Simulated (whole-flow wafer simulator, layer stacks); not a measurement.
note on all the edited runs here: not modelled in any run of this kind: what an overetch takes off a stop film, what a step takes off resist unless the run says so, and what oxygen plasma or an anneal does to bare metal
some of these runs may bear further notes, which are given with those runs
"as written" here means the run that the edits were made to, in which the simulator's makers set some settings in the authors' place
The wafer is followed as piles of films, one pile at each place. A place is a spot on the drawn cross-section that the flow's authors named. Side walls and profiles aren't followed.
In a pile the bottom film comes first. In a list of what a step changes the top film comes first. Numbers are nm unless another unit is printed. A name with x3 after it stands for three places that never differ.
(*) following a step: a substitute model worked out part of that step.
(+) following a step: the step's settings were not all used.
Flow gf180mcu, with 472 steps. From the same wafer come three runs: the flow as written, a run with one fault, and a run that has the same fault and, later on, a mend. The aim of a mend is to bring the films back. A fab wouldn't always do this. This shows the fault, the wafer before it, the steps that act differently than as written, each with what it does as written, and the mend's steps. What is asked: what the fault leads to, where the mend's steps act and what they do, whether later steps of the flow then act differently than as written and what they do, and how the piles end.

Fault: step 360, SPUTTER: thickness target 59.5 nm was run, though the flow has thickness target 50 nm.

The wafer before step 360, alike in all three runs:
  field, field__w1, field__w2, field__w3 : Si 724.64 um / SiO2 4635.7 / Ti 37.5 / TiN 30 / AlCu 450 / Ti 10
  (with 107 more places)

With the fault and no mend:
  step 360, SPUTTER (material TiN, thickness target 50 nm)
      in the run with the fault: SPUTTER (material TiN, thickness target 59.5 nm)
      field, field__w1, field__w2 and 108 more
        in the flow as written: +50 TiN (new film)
        in the run with the fault: +59.5 TiN (new film)
  Later steps of the flow acting differently than as written (6 more steps, not shown, differ only slightly: by at most 2% or 0.5 nm, whichever is larger):
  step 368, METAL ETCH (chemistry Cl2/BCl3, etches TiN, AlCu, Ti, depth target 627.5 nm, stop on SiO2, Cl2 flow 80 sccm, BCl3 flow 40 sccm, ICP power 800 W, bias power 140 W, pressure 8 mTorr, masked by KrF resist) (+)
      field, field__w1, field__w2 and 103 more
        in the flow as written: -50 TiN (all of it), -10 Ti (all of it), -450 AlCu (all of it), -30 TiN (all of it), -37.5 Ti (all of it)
        in the run with the fault: -59.5 TiN (all of it), -10 Ti (all of it), -450 AlCu (all of it), -30 TiN (all of it), -37.5 Ti (all of it)
  The piles end different from the flow's at field__w8, contact, m1, m1__w1, m1_nw by more than 2% or 0.5 nm, whichever is larger.
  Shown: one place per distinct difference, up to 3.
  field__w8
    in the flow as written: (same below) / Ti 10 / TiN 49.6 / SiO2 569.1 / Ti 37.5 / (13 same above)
    in the run with the fault: (same below) / Ti 10 / TiN 59.1 / SiO2 559.6 / Ti 37.5 / (13 same above)
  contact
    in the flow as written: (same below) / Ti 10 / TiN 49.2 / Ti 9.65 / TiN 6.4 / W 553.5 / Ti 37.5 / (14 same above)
    in the run with the fault: (same below) / Ti 10 / TiN 58.7 / Ti 9.71 / TiN 6.44 / W 543.9 / Ti 37.5 / (14 same above)

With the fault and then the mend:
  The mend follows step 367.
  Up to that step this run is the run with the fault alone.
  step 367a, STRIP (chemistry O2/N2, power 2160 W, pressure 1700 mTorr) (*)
      field__w8, contact, m1, m1__w1, m1_nw
        -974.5 KrF resist (all of it)
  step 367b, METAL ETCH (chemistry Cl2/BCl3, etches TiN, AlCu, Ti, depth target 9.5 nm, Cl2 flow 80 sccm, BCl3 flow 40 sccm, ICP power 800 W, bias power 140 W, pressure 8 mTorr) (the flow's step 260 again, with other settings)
      field, field__w1, field__w2 and 108 more
        -9.5 TiN
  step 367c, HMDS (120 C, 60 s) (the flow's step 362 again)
      alters no film at any place that is followed
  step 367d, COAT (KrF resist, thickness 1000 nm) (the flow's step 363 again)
      field, field__w1, field__w2 and 108 more
        +1000 KrF resist (new film)
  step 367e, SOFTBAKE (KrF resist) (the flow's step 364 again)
      alters no film at any place that is followed
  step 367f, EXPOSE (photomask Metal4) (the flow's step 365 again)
      alters no film at any place that is followed
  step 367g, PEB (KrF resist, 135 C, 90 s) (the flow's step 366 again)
      field, field__w1, field__w2 and 108 more
        -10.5 KrF resist
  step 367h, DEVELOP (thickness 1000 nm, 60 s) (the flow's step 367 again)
      field, field__w1, field__w2 and 103 more
        -989.5 KrF resist (all of it)
      field__w8, contact, m1, m1__w1, m1_nw
        -14.9 KrF resist
  None of the later steps of the flow acts differently than as written at any place that is followed.
  By the end, the piles equal the flow's at every place that both follow.
